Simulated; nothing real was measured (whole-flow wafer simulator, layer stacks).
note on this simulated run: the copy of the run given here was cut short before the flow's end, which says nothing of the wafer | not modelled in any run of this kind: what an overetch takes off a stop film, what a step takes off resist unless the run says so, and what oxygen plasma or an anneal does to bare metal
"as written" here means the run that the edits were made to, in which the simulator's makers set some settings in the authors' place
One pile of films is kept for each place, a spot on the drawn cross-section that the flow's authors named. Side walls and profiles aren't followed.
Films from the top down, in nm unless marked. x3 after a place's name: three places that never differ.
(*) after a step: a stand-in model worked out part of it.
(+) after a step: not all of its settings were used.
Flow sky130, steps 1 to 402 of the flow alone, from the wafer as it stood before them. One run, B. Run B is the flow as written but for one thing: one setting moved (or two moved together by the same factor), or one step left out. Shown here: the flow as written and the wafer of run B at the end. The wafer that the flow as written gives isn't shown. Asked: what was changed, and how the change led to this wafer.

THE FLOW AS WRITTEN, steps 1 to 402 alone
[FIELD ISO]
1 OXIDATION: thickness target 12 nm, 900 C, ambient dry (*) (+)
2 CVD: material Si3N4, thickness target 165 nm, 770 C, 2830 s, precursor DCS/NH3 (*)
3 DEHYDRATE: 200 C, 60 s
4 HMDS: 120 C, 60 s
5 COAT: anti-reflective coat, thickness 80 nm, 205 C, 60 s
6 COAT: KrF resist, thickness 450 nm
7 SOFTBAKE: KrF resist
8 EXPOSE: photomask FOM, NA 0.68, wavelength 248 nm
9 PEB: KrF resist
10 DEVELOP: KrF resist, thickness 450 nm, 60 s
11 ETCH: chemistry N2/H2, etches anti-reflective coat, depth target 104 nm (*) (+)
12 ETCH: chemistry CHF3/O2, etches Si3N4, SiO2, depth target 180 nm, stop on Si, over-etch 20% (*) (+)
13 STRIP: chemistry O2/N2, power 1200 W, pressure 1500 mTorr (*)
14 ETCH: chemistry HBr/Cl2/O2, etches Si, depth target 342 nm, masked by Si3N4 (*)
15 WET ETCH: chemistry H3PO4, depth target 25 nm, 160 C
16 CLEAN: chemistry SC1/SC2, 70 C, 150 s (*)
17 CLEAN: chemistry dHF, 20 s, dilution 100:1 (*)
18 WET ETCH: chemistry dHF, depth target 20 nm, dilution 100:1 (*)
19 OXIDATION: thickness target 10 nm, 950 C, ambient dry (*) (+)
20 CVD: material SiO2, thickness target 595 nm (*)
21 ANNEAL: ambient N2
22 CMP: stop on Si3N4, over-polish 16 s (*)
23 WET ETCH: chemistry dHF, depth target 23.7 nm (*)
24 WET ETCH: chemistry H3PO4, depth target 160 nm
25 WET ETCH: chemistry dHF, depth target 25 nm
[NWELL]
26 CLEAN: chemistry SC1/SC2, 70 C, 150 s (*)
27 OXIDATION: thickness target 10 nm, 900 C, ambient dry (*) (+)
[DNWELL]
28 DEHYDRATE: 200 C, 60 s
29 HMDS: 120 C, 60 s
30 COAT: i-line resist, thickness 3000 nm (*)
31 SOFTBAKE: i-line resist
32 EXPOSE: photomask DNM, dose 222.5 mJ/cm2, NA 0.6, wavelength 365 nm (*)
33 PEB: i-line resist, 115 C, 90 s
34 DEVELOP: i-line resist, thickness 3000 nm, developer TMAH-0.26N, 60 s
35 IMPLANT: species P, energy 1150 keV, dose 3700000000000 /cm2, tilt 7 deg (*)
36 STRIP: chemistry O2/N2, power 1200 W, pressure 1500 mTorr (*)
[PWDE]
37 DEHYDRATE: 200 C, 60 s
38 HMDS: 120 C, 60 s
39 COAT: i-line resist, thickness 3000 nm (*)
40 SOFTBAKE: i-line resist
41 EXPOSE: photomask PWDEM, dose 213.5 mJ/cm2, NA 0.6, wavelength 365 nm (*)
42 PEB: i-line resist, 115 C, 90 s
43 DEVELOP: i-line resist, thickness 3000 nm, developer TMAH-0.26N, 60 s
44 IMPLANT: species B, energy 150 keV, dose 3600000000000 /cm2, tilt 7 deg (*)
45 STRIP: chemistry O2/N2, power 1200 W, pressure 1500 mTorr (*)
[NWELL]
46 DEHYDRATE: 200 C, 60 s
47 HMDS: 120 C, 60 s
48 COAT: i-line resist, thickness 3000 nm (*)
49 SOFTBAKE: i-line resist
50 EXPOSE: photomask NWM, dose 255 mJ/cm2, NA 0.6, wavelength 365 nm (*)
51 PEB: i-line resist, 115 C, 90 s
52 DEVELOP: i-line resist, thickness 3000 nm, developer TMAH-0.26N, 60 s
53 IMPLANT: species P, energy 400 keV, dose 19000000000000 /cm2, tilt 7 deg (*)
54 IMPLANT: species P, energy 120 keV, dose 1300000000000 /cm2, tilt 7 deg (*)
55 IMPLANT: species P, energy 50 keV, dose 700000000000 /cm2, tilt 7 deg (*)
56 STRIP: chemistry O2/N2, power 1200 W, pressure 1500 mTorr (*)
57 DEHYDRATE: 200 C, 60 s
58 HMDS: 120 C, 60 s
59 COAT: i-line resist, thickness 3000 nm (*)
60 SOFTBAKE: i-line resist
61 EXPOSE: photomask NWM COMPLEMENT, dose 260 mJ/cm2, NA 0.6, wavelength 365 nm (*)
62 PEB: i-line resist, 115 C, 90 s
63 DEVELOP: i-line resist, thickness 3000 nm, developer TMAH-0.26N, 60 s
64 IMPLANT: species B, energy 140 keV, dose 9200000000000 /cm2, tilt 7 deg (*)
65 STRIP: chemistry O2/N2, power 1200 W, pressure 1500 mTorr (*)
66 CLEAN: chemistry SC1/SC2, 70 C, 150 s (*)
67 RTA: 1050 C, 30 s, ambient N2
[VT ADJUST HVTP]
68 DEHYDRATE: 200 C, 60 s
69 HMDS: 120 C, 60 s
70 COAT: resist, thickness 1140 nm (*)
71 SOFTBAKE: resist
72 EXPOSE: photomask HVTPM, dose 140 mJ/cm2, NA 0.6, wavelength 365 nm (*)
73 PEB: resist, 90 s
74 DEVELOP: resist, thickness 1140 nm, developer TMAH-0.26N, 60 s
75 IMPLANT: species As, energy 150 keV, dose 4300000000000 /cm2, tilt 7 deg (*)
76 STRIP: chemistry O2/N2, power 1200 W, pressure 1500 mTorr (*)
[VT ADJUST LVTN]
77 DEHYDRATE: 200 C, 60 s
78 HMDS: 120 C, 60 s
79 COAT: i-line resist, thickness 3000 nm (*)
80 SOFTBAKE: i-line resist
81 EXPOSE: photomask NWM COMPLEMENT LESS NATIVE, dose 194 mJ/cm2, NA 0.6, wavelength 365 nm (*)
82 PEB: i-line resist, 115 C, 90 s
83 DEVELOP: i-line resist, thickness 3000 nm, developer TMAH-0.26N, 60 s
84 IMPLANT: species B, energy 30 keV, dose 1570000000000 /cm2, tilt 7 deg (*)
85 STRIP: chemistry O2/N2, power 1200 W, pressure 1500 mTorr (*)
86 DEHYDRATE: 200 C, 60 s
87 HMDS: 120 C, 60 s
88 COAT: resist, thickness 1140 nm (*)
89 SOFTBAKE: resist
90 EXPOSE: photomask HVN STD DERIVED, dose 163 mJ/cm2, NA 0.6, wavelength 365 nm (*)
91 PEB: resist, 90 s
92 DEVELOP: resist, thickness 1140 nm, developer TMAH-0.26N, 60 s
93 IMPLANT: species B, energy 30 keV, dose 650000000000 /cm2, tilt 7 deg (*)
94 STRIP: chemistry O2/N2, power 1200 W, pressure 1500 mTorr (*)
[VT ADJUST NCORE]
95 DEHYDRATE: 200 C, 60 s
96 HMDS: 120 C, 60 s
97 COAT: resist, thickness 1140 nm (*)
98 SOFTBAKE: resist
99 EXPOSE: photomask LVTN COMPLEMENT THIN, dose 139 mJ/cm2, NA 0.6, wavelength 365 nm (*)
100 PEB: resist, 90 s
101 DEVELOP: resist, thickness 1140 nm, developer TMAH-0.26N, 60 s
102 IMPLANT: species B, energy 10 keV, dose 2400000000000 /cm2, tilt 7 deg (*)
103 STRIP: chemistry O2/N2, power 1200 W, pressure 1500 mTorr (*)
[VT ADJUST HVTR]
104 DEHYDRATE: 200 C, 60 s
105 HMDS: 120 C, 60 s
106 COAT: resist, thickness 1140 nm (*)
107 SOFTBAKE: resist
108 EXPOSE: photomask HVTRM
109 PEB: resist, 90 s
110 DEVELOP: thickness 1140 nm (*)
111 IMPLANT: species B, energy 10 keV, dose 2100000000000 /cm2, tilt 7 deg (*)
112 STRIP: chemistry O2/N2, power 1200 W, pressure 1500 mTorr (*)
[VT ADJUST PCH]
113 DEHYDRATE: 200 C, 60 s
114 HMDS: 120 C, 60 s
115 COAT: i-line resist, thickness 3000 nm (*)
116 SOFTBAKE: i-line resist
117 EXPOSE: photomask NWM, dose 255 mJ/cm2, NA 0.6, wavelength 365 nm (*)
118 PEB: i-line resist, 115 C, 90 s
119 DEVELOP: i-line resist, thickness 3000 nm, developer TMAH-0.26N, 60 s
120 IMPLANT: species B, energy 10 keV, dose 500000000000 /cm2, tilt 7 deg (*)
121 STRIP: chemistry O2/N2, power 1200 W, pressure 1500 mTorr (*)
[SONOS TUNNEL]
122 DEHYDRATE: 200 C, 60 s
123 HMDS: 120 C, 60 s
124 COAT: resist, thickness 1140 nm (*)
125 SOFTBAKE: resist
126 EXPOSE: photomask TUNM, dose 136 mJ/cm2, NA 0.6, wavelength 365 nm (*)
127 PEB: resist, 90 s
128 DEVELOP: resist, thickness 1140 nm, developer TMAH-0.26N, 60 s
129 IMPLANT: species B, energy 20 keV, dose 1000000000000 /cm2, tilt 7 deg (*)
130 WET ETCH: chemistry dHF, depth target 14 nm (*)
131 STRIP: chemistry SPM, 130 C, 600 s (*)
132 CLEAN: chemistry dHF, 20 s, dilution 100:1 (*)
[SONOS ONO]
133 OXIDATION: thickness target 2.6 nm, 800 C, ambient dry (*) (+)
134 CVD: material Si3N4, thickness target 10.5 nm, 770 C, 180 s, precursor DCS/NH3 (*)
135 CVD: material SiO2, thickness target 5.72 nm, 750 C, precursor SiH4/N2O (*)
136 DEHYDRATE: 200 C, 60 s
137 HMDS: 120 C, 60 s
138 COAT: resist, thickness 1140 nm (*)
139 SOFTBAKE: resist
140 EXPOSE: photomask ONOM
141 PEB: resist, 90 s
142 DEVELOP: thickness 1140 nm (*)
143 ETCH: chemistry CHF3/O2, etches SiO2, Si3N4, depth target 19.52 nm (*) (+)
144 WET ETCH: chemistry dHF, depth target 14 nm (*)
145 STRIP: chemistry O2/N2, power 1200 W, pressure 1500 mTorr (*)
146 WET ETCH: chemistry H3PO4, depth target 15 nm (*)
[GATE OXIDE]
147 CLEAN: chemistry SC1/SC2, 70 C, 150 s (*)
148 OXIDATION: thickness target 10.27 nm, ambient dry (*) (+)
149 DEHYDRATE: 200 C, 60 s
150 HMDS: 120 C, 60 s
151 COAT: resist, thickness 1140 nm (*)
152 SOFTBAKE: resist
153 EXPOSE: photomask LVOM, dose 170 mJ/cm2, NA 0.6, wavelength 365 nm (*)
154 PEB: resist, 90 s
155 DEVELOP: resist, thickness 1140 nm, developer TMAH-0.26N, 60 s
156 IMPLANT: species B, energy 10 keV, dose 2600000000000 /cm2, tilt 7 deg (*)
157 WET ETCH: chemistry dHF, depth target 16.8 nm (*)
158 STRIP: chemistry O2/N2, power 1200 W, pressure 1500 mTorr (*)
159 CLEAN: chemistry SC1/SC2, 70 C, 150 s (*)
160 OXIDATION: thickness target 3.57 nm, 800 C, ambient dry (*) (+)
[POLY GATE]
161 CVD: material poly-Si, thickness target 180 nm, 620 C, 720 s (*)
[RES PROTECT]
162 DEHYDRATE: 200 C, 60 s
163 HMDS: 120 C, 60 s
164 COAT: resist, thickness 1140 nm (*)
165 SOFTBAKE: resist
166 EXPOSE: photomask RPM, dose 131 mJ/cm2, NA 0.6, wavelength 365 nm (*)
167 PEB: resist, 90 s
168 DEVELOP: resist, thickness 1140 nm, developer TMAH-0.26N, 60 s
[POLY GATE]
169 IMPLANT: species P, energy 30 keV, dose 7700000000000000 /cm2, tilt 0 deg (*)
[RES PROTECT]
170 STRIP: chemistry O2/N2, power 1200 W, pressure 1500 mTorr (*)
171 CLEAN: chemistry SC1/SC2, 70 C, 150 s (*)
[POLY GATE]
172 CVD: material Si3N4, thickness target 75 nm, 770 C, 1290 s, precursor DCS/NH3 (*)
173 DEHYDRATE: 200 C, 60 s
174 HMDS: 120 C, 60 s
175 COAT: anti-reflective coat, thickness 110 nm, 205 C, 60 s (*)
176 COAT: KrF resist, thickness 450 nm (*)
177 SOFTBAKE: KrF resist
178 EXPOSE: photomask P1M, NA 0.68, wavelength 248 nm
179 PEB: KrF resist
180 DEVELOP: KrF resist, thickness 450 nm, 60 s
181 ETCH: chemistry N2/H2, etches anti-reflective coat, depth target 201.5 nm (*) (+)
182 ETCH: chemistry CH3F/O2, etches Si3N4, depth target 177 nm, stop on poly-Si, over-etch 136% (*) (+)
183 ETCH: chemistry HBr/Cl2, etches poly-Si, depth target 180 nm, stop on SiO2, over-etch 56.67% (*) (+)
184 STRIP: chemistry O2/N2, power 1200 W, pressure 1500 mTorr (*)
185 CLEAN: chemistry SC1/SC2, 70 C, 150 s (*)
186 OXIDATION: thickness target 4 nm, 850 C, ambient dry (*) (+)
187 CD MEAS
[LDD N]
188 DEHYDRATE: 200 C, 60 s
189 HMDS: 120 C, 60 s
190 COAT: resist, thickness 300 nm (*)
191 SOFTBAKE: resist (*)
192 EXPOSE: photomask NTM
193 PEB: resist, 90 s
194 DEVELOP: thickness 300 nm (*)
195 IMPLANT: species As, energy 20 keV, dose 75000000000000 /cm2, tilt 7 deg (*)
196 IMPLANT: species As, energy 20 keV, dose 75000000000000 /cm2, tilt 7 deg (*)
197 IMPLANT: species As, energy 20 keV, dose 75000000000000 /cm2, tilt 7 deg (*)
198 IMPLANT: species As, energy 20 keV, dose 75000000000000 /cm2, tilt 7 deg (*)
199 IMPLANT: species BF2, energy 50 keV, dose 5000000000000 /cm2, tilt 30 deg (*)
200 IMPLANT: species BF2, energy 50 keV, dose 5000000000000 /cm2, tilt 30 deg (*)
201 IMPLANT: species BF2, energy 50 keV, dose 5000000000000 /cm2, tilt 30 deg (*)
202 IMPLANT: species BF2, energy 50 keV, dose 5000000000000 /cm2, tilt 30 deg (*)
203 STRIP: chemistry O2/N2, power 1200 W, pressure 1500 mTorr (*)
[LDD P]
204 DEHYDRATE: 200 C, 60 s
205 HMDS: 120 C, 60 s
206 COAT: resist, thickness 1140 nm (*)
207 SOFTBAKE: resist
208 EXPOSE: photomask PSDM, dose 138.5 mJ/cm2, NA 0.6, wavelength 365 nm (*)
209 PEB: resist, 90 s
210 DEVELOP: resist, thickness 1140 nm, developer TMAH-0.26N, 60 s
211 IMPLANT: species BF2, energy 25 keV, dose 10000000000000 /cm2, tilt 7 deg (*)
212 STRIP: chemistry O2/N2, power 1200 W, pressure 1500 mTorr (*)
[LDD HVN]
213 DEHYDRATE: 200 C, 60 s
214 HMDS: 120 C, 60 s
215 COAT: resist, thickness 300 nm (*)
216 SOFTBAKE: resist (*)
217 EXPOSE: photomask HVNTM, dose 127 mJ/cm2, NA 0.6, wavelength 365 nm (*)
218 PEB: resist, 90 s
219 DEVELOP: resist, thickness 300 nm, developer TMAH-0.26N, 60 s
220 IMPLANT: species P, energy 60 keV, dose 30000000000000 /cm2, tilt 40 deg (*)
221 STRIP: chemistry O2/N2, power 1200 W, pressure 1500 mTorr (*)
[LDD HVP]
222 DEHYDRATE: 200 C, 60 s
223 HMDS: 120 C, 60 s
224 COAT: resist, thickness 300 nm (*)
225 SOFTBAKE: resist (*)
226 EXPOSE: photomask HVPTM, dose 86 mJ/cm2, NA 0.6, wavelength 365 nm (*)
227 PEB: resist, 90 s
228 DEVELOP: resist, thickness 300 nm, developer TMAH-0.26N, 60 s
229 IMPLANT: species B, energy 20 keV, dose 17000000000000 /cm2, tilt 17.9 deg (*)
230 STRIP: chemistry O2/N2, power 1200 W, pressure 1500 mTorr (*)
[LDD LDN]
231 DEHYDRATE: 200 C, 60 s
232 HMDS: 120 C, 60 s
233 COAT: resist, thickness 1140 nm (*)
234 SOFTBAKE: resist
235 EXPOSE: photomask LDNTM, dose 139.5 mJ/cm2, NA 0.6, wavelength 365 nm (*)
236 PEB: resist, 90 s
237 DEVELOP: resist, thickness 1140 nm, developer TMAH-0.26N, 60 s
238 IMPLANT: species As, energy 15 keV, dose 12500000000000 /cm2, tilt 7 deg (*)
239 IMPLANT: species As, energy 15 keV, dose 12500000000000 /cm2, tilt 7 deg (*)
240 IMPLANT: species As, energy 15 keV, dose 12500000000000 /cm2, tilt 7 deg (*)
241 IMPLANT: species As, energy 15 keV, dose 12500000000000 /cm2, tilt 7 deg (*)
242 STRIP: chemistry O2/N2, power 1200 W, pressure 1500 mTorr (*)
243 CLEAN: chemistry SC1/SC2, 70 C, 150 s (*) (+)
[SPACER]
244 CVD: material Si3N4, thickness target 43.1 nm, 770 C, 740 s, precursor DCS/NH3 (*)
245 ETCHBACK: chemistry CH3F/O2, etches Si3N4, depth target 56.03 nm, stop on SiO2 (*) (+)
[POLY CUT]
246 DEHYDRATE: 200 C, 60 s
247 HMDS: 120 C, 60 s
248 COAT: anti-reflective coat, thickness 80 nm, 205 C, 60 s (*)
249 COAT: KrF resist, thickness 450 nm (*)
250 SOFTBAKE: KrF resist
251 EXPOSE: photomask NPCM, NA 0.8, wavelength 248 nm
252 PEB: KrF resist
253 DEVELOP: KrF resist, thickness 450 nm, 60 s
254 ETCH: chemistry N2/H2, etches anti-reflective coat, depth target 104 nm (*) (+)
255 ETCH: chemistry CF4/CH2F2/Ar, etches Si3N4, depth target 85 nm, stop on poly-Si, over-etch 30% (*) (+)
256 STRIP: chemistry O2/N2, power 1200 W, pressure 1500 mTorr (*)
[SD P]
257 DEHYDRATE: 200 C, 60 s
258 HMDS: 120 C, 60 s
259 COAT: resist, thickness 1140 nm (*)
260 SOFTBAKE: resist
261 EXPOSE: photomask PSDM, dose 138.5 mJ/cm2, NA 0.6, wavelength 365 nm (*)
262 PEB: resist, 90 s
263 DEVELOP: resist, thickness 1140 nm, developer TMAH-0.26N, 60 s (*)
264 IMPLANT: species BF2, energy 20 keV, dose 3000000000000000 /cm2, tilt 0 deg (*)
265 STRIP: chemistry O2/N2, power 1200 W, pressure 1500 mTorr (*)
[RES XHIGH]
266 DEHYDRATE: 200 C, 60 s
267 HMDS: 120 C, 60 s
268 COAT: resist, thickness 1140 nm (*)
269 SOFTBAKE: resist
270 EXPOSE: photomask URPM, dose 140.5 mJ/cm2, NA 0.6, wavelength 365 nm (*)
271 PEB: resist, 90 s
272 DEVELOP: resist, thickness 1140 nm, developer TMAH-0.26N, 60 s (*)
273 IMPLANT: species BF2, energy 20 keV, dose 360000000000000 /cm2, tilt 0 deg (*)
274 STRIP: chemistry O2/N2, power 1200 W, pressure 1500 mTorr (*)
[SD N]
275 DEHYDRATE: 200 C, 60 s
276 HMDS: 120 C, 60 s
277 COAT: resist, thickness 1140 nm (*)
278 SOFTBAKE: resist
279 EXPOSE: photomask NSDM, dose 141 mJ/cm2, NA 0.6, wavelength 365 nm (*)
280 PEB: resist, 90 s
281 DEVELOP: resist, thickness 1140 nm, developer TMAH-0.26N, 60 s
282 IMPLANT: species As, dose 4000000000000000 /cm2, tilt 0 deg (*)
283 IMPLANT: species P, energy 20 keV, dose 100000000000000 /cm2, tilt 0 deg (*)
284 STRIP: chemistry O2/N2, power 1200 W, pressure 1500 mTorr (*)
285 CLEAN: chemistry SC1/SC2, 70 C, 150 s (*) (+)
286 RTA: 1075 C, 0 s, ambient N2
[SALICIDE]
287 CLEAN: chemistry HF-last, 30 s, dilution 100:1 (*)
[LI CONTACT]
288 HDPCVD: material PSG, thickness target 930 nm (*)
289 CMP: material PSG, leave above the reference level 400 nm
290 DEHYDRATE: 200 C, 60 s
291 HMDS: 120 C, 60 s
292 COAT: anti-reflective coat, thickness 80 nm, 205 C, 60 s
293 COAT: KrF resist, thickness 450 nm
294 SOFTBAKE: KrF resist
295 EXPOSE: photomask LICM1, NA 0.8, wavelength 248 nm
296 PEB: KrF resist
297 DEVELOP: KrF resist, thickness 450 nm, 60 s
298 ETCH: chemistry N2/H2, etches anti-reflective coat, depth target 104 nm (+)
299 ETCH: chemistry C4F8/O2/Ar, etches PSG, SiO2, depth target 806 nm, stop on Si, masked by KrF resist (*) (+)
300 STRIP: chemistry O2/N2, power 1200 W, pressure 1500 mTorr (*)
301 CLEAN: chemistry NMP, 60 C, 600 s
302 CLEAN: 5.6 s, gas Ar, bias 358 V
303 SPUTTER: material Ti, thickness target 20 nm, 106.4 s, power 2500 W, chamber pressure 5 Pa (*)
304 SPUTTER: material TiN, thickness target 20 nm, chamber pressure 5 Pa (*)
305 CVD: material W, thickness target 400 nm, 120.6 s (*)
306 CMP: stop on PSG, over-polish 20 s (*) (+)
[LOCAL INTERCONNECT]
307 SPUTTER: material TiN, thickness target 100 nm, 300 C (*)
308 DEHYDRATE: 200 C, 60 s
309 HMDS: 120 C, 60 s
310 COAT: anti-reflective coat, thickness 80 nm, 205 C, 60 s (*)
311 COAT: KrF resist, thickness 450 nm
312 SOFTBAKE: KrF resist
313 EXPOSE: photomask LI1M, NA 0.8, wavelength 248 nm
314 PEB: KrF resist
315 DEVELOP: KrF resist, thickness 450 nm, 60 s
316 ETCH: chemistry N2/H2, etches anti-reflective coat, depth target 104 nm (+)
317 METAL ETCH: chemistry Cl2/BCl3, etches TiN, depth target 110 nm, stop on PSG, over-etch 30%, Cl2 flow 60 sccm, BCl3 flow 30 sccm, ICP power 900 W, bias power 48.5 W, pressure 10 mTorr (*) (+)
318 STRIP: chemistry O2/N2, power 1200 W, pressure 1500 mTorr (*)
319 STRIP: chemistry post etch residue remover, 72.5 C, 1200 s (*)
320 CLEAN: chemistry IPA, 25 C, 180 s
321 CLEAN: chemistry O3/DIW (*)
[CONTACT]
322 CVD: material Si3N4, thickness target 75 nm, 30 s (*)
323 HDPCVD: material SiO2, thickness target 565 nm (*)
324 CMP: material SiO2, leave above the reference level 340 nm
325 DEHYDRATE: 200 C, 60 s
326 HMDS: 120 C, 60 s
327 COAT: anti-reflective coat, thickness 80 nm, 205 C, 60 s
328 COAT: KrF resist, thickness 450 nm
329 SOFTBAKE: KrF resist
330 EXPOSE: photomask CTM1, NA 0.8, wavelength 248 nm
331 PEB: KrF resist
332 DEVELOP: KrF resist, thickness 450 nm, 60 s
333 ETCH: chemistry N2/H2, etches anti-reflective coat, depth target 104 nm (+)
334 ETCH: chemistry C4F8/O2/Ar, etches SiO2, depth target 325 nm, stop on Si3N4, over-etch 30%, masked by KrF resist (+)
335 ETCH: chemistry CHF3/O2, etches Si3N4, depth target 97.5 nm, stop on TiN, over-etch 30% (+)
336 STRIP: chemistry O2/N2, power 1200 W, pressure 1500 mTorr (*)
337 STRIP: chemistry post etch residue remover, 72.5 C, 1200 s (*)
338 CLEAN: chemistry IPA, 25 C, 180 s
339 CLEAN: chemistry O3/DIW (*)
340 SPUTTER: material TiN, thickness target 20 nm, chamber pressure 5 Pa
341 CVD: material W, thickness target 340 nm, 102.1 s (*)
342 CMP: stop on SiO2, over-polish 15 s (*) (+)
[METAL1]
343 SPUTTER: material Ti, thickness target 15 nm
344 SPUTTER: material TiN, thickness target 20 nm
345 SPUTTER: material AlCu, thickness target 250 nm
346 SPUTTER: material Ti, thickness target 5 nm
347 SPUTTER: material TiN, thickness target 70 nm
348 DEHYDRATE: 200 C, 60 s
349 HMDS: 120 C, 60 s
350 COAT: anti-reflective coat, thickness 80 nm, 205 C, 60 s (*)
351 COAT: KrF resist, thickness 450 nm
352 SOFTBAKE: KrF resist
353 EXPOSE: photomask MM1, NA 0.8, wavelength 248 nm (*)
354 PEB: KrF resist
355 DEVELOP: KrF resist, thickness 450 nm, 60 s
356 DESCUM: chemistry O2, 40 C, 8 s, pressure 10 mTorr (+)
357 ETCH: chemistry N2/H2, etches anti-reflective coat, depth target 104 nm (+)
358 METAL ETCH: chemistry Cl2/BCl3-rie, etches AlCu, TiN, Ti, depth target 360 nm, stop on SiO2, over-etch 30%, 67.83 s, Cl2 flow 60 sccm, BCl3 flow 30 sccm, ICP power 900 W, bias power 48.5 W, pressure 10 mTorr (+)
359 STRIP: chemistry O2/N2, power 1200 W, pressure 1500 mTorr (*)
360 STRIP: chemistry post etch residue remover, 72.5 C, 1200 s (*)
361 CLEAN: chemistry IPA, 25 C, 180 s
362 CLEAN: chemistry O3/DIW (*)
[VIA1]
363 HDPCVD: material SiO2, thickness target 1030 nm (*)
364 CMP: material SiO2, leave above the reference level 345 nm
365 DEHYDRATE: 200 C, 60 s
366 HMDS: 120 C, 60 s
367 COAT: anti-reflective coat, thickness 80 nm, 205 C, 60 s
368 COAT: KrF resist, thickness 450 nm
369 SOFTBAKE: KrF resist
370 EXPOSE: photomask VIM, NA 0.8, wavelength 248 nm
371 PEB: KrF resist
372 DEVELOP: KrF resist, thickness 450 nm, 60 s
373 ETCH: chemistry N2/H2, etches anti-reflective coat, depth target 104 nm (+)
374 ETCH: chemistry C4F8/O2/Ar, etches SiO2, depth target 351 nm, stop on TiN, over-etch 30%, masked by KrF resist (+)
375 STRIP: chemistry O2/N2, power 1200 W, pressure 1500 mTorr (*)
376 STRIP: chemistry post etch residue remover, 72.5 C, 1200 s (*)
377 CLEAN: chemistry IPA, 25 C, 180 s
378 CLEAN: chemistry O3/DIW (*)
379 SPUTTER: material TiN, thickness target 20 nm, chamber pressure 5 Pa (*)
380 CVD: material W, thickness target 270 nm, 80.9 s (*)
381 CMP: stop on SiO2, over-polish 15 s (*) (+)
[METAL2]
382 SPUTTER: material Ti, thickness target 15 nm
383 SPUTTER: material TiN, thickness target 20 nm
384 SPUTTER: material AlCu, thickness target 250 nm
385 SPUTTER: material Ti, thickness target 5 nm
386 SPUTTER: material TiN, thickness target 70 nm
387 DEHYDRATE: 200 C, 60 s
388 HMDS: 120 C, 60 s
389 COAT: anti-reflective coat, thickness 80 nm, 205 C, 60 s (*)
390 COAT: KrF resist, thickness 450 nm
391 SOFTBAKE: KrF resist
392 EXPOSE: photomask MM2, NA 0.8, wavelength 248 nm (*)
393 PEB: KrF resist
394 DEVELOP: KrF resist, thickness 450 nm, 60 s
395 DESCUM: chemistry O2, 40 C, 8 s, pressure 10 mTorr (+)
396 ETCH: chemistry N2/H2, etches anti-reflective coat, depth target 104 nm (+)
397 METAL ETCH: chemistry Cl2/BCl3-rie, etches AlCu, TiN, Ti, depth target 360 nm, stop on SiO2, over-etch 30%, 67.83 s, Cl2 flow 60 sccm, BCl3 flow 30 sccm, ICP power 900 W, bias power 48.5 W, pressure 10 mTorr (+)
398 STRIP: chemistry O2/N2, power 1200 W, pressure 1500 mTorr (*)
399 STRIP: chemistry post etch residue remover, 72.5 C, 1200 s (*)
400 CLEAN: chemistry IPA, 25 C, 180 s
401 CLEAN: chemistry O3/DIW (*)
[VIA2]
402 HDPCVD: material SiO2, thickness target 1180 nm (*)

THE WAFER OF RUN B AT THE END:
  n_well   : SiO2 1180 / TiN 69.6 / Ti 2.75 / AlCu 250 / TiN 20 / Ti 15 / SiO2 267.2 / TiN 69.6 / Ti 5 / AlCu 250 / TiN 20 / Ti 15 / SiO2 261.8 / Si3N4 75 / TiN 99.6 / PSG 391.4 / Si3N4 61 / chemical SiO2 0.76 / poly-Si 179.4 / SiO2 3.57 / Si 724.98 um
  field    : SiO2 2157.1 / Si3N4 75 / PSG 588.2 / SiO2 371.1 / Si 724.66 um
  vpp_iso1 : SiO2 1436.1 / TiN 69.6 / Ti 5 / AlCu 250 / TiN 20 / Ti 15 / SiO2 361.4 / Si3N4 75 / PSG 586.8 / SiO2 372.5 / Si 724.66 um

The cause: step 385, SPUTTER: thickness target 2.75 nm was run, where the flow has thickness target 5 nm.
It can be read off the wafer: n_well has Ti 2.75, and step 385 as written asks for 5 nm.

How the change led to this, step by step:
  385 SPUTTER: material Ti, thickness target 5 nm
      field, active, n_well and 188 more: Ti +2.75 (new film) (as written it would be: Ti +5 (new film))
  397 METAL ETCH: chemistry Cl2/BCl3-rie, etches AlCu, TiN, Ti, depth target 360 nm, stop on SiO2, over-etch 30%, 67.83 s, Cl2 flow 60 sccm, BCl3 flow 30 sccm, ICP power 900 W, bias power 48.5 W, pressure 10 mTorr (+)
      field, active, gate and 82 more: TiN -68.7 (all of it), Ti -2.75 (all of it), AlCu -250 (all of it), TiN -20 (all of it), Ti -15 (all of it), SiO2 -11.2 (as written it would be: TiN -68.7 (all of it), Ti -5 (all of it), AlCu -250 (all of it), TiN -20 (all of it), Ti -15 (all of it), SiO2 -10.9)
